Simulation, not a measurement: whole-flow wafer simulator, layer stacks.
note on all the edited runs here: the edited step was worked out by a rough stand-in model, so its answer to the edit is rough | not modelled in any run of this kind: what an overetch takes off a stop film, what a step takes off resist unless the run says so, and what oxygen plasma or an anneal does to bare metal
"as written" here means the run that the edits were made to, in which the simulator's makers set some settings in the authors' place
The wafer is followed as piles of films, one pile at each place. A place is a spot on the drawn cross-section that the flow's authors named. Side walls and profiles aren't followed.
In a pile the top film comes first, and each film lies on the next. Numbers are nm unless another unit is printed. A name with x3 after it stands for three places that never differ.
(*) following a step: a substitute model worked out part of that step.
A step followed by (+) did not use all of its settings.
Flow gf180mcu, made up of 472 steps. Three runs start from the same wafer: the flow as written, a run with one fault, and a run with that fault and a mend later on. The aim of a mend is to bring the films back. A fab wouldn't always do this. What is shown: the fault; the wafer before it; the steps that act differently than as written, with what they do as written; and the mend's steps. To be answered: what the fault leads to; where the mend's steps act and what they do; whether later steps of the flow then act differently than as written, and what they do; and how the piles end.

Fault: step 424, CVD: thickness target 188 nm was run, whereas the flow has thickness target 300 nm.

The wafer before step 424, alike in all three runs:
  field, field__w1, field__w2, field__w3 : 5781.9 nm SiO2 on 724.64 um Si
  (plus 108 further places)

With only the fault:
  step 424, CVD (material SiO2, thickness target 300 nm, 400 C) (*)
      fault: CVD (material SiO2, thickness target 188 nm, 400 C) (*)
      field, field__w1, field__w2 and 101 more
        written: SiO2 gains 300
        fault: SiO2 gains 188
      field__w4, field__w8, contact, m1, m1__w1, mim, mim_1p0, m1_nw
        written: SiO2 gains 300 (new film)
        fault: SiO2 gains 188 (new film)
  Later steps of the flow acting differently than as written (1 other step is not shown; it differs only slightly, by no more than 2% or 0.5 nm, whichever is larger):
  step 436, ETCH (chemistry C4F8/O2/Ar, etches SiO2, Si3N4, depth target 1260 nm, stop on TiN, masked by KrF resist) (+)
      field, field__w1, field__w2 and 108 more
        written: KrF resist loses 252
        fault: KrF resist loses 227.8
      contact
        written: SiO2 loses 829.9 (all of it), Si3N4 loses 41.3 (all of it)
        fault: SiO2 loses 717.9 (all of it), Si3N4 loses 41.3 (all of it)
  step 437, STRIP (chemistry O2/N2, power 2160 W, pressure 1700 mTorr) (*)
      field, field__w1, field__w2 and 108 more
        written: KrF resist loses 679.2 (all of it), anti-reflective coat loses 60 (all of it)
        fault: KrF resist loses 703.4 (all of it), anti-reflective coat loses 60 (all of it)
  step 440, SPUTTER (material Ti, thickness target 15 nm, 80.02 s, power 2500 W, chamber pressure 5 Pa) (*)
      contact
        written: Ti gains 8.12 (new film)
        fault: Ti gains 8.66 (new film)
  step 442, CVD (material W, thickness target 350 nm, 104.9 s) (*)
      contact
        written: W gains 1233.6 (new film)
        fault: W gains 1120.7 (new film)
  By the end, the piles at field__w4, field__w8, contact, m1, m1__w1, mim, mim_1p0, m1_nw depart from the flow's by more than 2% or 0.5 nm, whichever is larger.
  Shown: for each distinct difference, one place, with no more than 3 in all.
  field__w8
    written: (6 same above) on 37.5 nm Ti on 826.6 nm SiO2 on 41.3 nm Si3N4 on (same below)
    fault: (6 same above) on 37.5 nm Ti on 714.6 nm SiO2 on 41.3 nm Si3N4 on (same below)
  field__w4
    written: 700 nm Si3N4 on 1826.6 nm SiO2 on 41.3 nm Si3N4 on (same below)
    fault: 700 nm Si3N4 on 1714.6 nm SiO2 on 41.3 nm Si3N4 on (same below)
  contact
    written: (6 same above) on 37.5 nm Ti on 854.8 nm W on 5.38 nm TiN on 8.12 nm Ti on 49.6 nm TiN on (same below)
    fault: (6 same above) on 37.5 nm Ti on 741.9 nm W on 5.74 nm TiN on 8.66 nm Ti on 49.6 nm TiN on (same below)

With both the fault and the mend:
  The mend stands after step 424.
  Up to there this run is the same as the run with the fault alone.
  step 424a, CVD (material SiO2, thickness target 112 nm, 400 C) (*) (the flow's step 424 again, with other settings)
      field, field__w1, field__w2 and 109 more
        SiO2 gains 112
  Later steps of the flow that are run all act as written at every place that is followed.
  The piles end the same as the flow's at every place that both follow.
